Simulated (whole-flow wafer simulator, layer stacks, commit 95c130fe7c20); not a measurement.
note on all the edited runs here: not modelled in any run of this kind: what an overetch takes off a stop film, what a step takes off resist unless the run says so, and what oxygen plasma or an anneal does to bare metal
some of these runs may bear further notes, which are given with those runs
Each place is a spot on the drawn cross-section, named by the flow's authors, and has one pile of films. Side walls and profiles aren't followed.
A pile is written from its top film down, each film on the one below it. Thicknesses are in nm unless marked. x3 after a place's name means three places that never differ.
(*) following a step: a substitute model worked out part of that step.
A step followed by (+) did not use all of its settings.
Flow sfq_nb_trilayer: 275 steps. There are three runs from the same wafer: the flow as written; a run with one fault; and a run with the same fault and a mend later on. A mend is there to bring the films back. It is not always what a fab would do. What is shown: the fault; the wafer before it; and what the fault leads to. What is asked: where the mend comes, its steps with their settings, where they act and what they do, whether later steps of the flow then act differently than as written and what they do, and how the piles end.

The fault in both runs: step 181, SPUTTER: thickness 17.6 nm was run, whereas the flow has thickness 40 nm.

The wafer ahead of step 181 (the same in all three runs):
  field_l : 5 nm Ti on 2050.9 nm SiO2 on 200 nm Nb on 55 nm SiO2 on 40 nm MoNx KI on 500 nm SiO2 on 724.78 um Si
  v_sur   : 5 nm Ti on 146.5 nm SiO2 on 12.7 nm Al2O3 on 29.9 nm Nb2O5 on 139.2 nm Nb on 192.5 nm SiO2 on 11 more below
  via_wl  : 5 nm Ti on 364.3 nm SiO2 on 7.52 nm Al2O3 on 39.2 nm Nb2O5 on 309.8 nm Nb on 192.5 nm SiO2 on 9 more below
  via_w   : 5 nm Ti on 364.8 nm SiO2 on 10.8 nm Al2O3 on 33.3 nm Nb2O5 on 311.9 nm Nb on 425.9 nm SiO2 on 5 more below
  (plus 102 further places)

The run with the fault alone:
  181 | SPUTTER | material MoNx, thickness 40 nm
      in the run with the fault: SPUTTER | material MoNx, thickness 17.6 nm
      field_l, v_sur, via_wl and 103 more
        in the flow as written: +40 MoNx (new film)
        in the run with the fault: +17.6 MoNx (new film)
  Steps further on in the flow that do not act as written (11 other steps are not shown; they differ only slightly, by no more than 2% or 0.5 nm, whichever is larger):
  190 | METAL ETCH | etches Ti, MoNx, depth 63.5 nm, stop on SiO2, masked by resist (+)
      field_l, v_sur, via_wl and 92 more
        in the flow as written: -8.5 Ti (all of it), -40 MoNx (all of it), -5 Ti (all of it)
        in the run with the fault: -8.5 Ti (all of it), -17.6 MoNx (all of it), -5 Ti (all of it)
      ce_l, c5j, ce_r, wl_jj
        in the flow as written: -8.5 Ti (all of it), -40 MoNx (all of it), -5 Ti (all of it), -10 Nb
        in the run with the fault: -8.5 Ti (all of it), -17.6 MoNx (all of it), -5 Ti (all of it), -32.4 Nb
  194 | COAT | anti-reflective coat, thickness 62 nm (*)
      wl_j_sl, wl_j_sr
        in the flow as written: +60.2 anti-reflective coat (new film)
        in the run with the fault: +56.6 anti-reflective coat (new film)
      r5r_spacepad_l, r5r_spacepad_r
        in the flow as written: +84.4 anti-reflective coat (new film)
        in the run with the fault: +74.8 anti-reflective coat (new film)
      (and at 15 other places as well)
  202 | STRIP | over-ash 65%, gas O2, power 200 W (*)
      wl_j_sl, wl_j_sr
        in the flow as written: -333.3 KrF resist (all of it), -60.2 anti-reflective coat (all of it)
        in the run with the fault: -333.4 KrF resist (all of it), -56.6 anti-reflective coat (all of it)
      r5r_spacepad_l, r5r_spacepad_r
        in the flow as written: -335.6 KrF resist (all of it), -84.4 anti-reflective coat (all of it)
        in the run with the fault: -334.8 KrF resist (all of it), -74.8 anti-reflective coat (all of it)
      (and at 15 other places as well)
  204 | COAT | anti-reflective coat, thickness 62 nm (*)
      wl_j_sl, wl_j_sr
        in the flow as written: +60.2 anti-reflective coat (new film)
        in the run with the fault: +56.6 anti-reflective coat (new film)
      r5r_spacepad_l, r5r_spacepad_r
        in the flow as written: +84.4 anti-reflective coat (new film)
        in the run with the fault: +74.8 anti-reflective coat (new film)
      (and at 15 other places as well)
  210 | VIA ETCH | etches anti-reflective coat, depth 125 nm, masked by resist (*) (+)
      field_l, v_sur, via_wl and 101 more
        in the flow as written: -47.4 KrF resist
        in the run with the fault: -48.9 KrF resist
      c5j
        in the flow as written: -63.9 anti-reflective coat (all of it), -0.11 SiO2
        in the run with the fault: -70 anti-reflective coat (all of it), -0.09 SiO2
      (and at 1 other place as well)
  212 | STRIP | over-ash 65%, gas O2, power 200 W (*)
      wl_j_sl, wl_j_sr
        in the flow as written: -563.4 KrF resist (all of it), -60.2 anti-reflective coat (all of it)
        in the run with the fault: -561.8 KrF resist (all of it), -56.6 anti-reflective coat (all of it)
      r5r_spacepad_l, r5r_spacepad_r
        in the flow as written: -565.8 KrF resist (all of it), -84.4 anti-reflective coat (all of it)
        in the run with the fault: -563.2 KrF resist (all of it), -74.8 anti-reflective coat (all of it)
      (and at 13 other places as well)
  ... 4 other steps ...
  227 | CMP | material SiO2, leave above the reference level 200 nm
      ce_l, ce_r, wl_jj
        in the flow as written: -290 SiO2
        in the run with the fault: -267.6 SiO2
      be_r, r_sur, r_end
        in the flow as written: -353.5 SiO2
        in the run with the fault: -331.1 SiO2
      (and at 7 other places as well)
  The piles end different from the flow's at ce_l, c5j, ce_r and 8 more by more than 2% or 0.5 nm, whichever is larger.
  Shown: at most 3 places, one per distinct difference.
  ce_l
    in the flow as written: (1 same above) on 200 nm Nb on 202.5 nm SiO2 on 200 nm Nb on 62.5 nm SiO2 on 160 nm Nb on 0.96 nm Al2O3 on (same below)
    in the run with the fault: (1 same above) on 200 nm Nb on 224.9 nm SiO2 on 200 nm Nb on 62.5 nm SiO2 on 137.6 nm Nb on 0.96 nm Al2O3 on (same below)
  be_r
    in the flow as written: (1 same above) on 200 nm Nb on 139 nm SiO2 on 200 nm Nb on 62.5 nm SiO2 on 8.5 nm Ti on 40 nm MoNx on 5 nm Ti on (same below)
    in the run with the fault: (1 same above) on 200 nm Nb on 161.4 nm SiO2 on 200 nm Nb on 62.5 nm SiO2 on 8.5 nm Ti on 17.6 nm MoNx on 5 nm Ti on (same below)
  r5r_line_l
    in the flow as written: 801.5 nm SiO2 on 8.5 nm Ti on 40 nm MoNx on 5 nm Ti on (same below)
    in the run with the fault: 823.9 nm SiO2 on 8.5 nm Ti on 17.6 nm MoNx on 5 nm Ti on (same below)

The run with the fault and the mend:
  After step 181 comes the mend.
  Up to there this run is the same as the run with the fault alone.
  181a | SPUTTER | material MoNx, thickness 22.4 nm (the flow's step 181 again, with other settings)
      field_l, v_sur, via_wl and 103 more
        +22.4 MoNx
  None of the later steps of the flow acts differently than as written at any place that is followed.
  By the end, the piles equal the flow's at every place that both follow.
